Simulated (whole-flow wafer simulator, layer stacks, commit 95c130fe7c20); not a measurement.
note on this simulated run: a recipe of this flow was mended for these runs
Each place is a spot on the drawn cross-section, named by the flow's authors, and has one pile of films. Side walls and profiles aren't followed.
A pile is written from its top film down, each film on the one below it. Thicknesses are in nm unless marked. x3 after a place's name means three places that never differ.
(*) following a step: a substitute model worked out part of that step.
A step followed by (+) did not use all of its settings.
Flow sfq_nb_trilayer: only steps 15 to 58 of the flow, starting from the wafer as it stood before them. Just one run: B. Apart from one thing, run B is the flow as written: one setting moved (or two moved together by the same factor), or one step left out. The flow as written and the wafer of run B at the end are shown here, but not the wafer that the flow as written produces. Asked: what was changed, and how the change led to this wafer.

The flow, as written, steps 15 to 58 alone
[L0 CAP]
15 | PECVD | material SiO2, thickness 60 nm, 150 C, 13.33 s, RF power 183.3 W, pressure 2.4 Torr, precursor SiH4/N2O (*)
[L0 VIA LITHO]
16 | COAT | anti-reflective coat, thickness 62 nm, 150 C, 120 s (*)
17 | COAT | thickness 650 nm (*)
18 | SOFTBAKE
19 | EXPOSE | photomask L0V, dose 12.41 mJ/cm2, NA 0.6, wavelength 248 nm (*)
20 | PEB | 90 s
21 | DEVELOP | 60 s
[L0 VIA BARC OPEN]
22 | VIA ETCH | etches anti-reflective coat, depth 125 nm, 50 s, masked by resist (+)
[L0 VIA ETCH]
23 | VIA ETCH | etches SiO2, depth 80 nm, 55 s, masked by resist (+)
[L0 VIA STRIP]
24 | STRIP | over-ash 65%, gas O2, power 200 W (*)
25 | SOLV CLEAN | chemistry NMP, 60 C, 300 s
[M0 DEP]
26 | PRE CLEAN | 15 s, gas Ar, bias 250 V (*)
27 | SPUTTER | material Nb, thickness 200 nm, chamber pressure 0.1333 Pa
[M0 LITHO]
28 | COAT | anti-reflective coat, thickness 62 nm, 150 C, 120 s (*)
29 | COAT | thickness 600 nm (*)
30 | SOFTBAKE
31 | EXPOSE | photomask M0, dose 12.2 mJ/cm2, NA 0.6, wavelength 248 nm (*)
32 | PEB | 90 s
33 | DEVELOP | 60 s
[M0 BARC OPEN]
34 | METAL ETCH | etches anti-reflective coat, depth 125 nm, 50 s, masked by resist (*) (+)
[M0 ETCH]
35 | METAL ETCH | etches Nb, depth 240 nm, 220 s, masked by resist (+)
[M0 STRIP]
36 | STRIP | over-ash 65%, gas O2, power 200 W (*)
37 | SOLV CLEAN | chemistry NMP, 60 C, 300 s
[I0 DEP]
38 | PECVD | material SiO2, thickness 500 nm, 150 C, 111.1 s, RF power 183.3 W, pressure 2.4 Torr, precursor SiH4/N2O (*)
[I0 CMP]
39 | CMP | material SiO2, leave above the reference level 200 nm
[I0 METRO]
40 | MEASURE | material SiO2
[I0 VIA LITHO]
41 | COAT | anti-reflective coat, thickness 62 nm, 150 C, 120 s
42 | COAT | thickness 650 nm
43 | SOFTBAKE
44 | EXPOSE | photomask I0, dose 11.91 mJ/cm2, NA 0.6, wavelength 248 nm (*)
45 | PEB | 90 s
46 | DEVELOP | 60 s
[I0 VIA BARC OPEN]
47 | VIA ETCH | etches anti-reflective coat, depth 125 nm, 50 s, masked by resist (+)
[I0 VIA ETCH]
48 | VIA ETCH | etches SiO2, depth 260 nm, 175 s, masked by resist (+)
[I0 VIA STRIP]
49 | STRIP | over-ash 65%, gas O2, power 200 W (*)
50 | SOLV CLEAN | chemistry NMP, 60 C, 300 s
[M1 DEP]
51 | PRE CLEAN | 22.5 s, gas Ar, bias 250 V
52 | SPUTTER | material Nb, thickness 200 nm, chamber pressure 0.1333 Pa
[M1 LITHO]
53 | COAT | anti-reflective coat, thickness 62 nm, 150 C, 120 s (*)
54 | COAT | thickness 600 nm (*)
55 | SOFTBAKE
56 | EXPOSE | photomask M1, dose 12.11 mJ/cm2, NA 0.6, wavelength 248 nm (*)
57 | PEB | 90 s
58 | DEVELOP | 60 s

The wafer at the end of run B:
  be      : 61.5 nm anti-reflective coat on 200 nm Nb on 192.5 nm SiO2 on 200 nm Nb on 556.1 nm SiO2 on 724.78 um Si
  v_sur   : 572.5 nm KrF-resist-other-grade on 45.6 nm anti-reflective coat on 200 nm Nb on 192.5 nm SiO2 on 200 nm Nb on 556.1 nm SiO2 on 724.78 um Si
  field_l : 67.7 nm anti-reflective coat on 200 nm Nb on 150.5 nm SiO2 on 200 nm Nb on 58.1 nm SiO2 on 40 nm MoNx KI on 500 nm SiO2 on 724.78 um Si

What caused this: step 15, PECVD: RF power 202.9 W was run, though the flow has RF power 183.3 W.

Step by step, how the change led to this:
  15 | PECVD | material SiO2, thickness 60 nm, 150 C, 13.33 s, RF power 183.3 W, pressure 2.4 Torr, precursor SiH4/N2O (*)
      v_sur, via_wl, via_w and 97 more: SiO2 gains 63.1 (it would be, as written: SiO2 gains 60)
      field_l, l0_sur, l0v, l0r_line_l, l0r_line_c, l0r_line_r: SiO2 gains 63.1 (new film) (it would be, as written: SiO2 gains 60 (new film))
  23 | VIA ETCH | etches SiO2, depth 80 nm, 55 s, masked by resist (+)
      l0v: SiO2 loses 62.8 (all of it), MoNx KI loses 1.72 (it would be, as written: SiO2 loses 59.7 (all of it), MoNx KI loses 2.03)
  28 | COAT | anti-reflective coat, thickness 62 nm, 150 C, 120 s (*)
      l0_sur: anti-reflective coat gains 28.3 (new film) (it would be, as written: anti-reflective coat gains 29.3 (new film))
  36 | STRIP | over-ash 65%, gas O2, power 200 W (*)
      l0_sur: KrF-resist-other-grade loses 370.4 (all of it), anti-reflective coat loses 28.3 (all of it) (it would be, as written: KrF-resist-other-grade loses 370 (all of it), anti-reflective coat loses 29.3 (all of it))
